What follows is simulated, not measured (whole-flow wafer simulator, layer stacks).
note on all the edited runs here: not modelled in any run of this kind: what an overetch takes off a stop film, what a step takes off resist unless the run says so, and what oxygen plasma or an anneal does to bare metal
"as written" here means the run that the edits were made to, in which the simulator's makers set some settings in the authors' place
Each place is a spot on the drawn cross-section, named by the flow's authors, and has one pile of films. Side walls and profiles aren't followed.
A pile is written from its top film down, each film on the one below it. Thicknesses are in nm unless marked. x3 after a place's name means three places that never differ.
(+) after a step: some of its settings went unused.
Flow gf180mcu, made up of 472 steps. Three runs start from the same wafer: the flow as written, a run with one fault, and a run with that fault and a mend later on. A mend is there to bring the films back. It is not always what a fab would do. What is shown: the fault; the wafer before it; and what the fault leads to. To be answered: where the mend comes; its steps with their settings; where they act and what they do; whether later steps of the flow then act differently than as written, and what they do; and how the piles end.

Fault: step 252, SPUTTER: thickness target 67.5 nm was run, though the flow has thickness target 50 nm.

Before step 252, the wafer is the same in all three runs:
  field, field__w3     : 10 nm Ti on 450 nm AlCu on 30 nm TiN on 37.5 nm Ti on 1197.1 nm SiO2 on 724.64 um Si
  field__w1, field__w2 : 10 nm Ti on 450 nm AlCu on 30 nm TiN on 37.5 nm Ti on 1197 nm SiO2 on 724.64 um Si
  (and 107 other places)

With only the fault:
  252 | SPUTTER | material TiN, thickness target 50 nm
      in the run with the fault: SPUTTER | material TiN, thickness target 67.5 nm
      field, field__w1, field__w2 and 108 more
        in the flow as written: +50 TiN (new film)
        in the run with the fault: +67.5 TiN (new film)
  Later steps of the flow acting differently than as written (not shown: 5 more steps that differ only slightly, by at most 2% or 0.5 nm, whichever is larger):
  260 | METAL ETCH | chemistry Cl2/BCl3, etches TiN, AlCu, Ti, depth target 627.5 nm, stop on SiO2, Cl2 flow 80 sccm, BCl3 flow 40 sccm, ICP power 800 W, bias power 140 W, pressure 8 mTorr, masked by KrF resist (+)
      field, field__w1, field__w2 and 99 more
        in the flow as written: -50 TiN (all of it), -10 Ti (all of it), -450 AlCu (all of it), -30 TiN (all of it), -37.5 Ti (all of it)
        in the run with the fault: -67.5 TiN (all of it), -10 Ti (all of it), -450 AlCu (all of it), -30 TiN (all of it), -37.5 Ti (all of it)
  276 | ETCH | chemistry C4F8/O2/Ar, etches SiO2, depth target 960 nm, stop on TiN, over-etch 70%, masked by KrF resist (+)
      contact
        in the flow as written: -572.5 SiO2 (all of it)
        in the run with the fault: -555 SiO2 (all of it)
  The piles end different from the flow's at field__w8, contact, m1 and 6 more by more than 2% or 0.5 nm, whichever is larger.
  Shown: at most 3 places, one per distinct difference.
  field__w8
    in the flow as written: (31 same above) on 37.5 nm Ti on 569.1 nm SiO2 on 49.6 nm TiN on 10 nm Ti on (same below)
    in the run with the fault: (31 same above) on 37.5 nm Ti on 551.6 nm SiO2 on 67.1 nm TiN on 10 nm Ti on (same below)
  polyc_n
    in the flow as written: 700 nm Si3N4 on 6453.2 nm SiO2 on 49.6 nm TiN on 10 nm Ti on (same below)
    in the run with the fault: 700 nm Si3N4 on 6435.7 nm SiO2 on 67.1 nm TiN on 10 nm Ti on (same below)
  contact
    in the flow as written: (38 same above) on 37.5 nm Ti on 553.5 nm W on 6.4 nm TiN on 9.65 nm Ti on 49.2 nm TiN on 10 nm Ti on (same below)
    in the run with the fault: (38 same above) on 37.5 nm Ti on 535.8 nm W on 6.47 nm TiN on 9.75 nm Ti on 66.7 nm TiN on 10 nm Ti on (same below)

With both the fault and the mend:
  The mend follows step 252.
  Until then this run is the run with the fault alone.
  252a | METAL ETCH | chemistry Cl2/BCl3, etches TiN, AlCu, Ti, depth target 17.5 nm, Cl2 flow 80 sccm, BCl3 flow 40 sccm, ICP power 800 W, bias power 140 W, pressure 8 mTorr
      field, field__w1, field__w2 and 108 more
        -17.5 TiN
  None of the later steps of the flow acts differently than as written at any place that is followed.
  At every place that both follow, the piles at the end match the flow's.
